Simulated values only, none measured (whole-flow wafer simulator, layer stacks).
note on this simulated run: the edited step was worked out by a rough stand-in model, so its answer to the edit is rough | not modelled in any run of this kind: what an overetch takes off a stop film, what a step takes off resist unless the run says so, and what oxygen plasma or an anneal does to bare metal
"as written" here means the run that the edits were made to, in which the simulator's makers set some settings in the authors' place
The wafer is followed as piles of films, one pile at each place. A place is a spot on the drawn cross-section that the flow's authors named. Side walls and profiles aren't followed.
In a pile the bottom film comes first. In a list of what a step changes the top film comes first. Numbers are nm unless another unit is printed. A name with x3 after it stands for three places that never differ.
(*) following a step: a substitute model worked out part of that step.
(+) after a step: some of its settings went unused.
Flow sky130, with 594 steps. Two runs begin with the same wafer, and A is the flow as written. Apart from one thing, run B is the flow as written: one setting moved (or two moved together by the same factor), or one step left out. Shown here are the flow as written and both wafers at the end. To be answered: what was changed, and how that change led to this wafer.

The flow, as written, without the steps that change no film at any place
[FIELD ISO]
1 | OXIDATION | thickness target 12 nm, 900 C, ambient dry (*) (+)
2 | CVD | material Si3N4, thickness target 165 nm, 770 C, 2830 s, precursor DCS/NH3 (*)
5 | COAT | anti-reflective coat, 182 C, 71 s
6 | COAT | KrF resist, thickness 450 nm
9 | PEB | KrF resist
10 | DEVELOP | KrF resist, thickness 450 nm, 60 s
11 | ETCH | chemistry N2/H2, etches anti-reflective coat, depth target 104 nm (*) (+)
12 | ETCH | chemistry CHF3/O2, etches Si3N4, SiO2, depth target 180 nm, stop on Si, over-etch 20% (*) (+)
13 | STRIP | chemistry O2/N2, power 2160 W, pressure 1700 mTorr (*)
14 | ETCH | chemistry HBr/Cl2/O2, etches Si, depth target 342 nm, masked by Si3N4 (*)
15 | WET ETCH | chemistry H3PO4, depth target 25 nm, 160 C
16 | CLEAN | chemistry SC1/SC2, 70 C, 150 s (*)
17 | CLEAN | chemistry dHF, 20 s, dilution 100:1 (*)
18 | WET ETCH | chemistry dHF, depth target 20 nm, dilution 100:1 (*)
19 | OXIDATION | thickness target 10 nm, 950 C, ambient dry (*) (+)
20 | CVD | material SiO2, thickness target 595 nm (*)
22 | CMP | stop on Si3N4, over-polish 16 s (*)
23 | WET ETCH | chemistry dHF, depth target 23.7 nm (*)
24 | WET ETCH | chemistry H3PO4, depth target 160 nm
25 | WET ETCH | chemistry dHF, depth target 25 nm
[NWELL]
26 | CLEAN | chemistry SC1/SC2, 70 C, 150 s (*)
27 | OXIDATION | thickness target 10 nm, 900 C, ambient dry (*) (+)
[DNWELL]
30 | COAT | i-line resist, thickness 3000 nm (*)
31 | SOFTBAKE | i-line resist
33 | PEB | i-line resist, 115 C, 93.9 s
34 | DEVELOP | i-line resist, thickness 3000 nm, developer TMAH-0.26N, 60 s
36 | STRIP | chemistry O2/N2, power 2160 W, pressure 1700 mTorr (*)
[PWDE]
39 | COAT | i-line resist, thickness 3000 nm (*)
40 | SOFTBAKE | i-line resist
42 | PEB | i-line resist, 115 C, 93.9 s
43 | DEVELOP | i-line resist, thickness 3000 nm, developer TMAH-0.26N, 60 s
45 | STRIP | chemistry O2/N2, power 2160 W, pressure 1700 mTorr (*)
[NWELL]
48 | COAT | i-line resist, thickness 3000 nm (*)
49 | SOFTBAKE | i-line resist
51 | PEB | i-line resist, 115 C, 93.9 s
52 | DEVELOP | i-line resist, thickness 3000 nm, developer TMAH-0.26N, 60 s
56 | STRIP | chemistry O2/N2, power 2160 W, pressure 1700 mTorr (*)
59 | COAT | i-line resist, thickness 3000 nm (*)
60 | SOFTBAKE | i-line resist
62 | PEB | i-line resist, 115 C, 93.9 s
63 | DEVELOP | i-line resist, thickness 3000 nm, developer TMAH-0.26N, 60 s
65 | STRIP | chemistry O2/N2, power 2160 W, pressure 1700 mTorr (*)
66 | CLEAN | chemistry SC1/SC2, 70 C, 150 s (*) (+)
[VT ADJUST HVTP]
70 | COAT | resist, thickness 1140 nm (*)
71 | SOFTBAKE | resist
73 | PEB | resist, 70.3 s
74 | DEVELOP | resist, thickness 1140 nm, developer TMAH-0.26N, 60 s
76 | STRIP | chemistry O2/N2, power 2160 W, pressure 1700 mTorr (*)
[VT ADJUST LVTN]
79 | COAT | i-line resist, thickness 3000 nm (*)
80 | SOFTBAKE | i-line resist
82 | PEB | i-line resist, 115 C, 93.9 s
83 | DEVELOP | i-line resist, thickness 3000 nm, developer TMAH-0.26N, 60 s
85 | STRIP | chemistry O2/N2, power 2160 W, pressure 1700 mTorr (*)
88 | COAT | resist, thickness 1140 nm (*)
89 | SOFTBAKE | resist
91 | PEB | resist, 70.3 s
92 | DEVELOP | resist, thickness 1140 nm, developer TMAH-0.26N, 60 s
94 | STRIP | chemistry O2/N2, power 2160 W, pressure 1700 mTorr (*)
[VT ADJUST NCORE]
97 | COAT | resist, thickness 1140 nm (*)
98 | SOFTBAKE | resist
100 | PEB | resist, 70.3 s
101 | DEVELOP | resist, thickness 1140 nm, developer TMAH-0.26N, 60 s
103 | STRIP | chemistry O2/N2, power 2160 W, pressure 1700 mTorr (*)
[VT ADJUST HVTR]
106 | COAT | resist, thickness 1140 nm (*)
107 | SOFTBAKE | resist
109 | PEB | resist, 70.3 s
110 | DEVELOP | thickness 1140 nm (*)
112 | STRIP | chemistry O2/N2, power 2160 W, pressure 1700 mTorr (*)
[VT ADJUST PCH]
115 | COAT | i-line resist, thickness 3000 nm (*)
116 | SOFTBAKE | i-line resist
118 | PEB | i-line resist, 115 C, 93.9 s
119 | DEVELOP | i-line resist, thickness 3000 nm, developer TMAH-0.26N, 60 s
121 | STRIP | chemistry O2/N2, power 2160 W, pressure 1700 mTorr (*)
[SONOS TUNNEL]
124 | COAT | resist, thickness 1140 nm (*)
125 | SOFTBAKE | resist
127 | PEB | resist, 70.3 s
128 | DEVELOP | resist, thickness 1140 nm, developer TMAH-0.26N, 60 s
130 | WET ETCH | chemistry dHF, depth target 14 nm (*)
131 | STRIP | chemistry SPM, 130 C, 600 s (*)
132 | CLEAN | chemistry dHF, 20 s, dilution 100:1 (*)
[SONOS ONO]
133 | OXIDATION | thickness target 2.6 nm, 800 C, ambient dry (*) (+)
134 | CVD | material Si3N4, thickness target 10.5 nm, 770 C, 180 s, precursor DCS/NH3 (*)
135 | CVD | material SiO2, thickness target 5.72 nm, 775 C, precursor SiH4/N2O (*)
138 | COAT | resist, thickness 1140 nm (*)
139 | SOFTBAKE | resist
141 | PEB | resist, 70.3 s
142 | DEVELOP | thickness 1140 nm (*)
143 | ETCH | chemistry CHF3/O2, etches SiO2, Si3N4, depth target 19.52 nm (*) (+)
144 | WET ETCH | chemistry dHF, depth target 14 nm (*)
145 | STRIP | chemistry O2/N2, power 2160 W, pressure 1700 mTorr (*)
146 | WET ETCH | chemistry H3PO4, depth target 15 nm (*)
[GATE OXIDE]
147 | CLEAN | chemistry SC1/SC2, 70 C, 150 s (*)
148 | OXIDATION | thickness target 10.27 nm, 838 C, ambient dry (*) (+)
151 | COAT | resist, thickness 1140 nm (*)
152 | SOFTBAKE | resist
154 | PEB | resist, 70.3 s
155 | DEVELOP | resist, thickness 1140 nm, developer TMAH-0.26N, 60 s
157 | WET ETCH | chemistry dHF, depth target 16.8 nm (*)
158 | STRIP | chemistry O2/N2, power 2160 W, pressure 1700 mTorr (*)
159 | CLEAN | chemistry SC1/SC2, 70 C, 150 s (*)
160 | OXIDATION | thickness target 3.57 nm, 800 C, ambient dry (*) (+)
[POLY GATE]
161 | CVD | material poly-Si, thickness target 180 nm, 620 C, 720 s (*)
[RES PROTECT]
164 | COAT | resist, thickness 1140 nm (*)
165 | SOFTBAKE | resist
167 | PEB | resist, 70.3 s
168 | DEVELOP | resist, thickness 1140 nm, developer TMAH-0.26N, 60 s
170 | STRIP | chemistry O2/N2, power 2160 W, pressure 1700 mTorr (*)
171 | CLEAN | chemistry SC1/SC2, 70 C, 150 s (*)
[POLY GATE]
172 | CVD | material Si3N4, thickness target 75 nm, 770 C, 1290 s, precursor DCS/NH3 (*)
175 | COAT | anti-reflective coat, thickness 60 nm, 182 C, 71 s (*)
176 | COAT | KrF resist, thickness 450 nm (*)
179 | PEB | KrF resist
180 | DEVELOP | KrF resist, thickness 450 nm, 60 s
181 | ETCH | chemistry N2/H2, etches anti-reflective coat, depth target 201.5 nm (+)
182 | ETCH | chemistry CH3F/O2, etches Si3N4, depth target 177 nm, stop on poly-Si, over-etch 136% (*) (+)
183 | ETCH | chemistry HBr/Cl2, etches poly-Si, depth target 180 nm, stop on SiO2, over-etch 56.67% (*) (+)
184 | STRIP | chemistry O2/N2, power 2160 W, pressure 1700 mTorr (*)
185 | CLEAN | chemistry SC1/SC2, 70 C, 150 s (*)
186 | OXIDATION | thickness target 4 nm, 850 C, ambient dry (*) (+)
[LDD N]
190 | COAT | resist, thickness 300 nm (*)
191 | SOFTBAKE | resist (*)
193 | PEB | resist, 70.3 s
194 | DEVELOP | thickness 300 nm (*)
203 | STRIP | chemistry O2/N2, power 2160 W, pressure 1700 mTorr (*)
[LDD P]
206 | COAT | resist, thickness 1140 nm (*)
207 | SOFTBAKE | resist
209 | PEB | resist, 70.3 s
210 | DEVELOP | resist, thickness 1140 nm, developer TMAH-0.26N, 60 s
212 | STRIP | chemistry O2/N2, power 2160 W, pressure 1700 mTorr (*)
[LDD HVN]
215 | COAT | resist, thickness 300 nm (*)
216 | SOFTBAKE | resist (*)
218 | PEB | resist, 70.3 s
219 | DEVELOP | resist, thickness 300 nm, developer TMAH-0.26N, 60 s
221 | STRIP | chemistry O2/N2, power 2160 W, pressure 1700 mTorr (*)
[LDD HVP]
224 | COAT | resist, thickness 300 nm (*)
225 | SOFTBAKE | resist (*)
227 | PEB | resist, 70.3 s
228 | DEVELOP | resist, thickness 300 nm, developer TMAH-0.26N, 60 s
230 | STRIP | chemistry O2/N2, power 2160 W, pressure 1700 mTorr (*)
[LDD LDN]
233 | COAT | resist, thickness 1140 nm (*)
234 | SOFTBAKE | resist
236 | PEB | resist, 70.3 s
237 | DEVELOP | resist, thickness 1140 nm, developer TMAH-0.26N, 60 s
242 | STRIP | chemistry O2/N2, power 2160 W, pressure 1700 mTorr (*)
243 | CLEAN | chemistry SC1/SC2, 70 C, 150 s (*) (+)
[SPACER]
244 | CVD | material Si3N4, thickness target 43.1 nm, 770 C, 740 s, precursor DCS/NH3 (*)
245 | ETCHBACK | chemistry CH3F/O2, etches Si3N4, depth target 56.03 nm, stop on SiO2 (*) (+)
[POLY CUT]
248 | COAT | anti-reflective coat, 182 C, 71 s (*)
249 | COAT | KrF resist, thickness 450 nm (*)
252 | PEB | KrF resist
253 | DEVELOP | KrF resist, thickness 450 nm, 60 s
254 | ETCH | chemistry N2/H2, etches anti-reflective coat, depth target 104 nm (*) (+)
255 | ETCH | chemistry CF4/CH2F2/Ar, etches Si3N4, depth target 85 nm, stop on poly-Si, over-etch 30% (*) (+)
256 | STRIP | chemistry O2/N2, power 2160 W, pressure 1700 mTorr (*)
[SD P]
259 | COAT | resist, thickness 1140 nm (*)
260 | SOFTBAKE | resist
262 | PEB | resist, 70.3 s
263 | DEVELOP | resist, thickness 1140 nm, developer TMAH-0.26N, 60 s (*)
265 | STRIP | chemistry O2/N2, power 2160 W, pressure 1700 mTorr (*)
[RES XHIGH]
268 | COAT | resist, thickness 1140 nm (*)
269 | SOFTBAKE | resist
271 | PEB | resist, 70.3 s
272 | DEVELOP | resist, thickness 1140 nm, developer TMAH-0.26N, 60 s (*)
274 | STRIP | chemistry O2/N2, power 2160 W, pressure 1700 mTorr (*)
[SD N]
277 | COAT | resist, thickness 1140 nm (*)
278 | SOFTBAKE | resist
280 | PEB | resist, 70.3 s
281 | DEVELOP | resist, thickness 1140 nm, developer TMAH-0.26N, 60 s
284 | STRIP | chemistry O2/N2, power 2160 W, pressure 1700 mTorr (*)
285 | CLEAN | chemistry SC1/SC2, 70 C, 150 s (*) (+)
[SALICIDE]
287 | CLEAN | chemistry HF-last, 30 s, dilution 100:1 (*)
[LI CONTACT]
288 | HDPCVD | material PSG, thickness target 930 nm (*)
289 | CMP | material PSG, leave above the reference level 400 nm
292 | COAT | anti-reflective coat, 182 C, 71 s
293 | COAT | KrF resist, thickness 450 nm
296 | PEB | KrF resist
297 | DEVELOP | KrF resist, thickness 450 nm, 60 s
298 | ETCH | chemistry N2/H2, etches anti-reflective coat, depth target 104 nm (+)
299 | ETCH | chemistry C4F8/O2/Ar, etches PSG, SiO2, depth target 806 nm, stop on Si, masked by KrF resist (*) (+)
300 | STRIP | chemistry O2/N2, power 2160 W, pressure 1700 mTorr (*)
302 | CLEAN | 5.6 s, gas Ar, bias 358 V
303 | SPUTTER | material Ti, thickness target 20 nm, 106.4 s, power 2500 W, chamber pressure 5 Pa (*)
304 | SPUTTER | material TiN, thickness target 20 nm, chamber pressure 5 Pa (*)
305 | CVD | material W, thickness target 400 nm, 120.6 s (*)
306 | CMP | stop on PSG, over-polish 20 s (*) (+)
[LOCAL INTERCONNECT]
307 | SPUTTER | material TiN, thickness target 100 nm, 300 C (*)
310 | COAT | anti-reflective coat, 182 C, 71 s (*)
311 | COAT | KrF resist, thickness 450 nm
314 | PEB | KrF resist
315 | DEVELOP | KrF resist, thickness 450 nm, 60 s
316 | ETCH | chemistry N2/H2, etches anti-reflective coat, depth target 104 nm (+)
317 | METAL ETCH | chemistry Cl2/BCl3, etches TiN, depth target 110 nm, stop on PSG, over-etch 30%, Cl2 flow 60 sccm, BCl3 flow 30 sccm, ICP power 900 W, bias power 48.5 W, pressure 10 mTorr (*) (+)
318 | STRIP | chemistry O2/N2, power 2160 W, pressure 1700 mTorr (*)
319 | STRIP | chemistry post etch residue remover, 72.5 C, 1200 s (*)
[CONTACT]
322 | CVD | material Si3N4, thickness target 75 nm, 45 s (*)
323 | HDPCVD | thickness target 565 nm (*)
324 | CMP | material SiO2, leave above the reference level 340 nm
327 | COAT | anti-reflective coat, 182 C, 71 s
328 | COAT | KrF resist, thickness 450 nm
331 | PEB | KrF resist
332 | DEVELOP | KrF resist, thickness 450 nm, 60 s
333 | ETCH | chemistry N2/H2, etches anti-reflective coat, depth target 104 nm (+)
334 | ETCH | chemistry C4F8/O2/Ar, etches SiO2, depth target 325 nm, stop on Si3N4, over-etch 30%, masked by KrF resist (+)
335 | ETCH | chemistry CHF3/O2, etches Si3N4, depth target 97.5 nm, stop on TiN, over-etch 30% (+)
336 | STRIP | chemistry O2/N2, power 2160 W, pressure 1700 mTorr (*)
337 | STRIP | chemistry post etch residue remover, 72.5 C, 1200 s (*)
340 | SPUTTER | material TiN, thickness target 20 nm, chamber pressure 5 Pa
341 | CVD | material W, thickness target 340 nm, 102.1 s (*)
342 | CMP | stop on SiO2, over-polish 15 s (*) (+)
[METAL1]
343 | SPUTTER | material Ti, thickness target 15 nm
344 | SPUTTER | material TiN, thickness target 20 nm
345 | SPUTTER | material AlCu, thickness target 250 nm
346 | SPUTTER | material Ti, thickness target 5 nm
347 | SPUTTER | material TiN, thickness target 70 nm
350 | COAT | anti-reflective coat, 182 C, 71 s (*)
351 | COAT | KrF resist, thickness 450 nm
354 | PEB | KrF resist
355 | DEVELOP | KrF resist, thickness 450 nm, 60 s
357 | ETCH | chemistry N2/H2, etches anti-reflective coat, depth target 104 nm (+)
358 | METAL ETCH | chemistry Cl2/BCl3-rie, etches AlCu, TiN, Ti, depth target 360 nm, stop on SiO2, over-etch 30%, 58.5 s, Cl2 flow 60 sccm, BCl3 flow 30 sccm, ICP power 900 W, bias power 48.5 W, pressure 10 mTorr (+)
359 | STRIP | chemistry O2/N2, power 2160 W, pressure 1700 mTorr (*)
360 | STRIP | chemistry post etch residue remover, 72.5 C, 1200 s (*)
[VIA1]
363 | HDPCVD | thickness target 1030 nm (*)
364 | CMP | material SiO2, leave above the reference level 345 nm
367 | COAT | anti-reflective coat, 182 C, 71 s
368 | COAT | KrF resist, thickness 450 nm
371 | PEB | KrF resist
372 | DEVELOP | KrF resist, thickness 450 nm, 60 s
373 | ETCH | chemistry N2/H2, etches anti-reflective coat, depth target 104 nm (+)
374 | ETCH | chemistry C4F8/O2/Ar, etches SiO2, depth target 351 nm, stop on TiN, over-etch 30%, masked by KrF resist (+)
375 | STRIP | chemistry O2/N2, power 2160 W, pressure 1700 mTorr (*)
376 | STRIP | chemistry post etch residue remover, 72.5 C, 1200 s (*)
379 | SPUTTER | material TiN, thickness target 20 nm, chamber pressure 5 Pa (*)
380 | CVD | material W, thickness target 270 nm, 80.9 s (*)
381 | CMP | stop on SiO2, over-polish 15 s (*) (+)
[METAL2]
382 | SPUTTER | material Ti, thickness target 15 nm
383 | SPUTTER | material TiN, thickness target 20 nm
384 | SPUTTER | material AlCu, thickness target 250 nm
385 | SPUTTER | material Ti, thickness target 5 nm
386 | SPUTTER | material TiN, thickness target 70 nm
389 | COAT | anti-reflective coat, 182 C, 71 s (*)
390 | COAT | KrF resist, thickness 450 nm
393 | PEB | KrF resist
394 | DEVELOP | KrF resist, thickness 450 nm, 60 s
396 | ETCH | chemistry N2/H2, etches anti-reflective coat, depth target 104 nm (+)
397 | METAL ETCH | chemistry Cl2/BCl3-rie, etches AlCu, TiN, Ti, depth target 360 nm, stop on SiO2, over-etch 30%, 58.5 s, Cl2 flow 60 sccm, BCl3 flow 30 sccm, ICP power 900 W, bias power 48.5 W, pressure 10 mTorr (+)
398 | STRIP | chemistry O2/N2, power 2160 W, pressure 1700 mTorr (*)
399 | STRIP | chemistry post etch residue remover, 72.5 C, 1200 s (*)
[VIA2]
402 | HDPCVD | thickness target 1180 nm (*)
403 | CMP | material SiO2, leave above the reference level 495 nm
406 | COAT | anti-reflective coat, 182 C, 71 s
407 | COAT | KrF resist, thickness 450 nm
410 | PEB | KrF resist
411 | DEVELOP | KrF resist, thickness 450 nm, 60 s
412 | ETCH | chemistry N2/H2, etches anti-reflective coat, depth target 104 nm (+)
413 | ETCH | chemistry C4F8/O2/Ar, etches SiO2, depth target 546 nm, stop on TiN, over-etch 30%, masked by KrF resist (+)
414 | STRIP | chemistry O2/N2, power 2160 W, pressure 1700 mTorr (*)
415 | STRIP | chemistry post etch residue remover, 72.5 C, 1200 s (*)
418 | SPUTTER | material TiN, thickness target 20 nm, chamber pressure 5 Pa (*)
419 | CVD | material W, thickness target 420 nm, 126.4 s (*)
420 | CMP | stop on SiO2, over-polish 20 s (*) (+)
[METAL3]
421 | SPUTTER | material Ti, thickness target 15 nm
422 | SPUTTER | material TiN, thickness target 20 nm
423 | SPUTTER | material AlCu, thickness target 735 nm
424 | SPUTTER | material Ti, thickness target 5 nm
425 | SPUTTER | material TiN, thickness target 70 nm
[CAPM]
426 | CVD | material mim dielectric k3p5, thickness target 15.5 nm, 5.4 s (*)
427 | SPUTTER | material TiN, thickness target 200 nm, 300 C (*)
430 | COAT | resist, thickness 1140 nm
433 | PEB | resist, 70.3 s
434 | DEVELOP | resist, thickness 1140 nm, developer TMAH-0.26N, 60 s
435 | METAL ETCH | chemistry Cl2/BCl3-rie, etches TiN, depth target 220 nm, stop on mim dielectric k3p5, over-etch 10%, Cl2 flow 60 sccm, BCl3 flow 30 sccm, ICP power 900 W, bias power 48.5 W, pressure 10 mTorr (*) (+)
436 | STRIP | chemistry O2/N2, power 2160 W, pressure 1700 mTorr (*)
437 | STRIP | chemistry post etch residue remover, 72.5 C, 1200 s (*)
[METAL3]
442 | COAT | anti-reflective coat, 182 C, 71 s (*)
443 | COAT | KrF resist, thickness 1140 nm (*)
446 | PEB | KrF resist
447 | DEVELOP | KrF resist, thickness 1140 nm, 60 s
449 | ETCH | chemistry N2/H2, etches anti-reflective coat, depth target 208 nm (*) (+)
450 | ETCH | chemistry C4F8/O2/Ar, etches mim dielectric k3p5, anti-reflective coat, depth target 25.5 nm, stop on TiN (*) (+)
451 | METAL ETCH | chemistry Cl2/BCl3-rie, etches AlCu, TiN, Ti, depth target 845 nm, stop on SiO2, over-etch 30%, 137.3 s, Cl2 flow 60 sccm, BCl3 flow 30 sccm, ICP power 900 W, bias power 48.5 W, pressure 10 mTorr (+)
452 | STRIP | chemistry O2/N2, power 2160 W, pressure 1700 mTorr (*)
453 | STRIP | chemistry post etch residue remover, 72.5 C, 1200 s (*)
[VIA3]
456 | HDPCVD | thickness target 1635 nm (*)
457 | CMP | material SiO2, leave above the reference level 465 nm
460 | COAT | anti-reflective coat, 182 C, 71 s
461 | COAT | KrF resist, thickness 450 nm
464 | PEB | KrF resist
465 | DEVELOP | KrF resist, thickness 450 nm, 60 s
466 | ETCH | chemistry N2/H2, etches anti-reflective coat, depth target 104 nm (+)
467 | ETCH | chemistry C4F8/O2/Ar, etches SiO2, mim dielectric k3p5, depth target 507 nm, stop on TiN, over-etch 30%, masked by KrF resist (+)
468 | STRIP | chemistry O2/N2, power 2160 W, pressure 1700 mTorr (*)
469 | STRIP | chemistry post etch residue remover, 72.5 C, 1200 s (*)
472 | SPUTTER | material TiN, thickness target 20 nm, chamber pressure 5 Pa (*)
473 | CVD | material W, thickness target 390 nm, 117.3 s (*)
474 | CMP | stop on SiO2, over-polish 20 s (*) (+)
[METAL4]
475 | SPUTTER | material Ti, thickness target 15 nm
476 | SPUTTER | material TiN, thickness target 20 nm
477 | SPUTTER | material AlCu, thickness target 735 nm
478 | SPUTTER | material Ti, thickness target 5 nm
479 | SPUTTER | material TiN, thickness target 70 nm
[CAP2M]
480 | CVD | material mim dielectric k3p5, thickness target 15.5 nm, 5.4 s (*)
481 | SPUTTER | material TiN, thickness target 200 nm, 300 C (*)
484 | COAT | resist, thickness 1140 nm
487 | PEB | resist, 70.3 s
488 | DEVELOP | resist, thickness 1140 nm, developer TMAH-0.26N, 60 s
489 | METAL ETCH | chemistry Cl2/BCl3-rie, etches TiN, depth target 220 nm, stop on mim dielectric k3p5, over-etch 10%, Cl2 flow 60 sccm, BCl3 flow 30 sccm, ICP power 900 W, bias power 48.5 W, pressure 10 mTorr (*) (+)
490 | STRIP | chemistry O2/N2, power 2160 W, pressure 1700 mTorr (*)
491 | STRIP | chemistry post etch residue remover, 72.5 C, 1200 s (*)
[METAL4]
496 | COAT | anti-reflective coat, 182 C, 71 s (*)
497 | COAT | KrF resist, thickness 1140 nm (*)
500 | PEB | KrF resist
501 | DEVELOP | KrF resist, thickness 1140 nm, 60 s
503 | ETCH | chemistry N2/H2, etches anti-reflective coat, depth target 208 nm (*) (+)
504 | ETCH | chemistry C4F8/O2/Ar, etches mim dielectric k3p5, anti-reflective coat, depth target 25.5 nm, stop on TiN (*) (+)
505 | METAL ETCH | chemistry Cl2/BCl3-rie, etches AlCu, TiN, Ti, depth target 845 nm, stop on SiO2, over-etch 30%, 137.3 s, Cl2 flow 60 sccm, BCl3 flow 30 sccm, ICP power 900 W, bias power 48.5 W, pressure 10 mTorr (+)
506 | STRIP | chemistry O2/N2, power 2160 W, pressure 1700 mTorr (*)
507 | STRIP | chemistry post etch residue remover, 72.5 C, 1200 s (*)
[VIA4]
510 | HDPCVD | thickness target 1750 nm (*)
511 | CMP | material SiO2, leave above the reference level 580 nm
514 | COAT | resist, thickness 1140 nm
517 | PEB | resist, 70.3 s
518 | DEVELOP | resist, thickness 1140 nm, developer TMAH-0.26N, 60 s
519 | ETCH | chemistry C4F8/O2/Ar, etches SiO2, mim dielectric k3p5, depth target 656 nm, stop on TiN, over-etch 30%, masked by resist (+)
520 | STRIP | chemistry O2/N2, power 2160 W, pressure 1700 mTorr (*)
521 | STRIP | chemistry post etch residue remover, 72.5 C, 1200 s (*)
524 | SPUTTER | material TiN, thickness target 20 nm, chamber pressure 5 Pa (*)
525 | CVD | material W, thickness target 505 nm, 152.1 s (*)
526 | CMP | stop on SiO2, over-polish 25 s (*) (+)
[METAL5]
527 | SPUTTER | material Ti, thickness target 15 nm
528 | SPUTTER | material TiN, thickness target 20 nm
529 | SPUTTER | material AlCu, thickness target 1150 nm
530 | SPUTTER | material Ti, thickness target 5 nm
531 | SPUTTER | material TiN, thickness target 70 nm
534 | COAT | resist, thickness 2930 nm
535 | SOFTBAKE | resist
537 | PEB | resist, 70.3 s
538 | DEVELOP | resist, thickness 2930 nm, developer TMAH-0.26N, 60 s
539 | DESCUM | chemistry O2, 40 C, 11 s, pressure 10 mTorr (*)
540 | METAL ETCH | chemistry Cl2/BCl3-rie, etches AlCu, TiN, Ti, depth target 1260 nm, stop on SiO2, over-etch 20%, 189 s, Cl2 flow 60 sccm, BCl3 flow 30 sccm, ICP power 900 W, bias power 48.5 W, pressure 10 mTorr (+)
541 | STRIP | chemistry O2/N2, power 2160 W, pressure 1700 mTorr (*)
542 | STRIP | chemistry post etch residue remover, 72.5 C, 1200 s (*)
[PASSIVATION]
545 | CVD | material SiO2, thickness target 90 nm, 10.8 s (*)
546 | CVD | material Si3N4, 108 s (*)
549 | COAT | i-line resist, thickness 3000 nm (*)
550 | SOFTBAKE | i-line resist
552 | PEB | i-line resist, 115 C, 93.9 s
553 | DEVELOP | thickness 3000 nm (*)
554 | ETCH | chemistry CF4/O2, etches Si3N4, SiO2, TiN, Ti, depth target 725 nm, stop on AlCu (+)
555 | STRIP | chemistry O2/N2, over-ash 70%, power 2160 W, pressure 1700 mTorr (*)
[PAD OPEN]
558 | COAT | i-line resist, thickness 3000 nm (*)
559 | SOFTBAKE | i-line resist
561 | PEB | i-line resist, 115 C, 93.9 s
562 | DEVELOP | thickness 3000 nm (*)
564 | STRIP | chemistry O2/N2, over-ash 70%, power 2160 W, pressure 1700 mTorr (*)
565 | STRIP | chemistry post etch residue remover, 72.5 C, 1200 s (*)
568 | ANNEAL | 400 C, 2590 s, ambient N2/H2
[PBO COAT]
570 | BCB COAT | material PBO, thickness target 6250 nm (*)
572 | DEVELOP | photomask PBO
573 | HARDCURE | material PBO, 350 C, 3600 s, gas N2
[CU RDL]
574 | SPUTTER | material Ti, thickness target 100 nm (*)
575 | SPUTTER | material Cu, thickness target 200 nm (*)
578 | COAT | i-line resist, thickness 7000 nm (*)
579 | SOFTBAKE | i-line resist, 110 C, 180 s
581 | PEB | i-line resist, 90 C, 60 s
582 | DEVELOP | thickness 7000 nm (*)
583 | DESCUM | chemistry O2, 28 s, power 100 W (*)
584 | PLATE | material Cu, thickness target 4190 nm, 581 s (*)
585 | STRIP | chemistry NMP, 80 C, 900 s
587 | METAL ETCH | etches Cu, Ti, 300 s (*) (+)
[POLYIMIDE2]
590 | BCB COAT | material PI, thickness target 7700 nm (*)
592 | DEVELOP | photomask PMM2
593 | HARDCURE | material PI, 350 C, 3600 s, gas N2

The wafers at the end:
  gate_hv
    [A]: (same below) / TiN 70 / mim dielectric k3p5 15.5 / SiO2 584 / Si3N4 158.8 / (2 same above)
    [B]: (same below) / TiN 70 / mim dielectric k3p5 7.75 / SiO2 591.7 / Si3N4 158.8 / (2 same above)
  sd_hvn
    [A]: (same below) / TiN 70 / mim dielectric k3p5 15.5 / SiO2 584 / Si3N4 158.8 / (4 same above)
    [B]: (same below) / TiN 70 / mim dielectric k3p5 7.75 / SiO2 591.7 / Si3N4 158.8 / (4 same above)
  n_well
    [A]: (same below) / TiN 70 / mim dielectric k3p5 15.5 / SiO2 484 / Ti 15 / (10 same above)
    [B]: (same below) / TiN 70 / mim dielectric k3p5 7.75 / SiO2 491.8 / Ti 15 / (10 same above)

The reason: step 480, CVD: thickness target 7.75 nm was run, whereas the flow has thickness target 15.5 nm; step 480, CVD: 2.7 s was run, where the flow has 5.4 s.
The wafer itself shows it: gate_hv has mim dielectric k3p5 7.75, and step 480 as written asks for 15.5 nm.

Step by step, how the change led to this:
  480 | CVD | material mim dielectric k3p5, thickness target 15.5 nm, 5.4 s (*)
      field, active, n_well and 189 more: A +15.5 mim dielectric k3p5 (new film) | B +7.75 mim dielectric k3p5 (new film)
  504 | ETCH | chemistry C4F8/O2/Ar, etches mim dielectric k3p5, anti-reflective coat, depth target 25.5 nm, stop on TiN (*) (+)
      n_well, p_well, gate_hv and 102 more: A -15.5 KrF resist | B -7.75 KrF resist
      field, active, gate and 85 more: A -15.5 mim dielectric k3p5 (all of it) | B -7.75 mim dielectric k3p5 (all of it)
  506 | STRIP | chemistry O2/N2, power 2160 W, pressure 1700 mTorr (*)
      mim2: A -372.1 KrF resist (all of it), -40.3 anti-reflective coat (all of it) | B -379.8 KrF resist (all of it), -40.3 anti-reflective coat (all of it)
  519 | ETCH | chemistry C4F8/O2/Ar, etches SiO2, mim dielectric k3p5, depth target 656 nm, stop on TiN, over-etch 30%, masked by resist (+)
      m1: A -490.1 SiO2 (all of it), -15.5 mim dielectric k3p5 (all of it) | B -497.9 SiO2 (all of it), -7.75 mim dielectric k3p5 (all of it)
      via4_hole: A -489.5 SiO2 (all of it), -15.5 mim dielectric k3p5 (all of it) | B -497.2 SiO2 (all of it), -7.75 mim dielectric k3p5 (all of it)
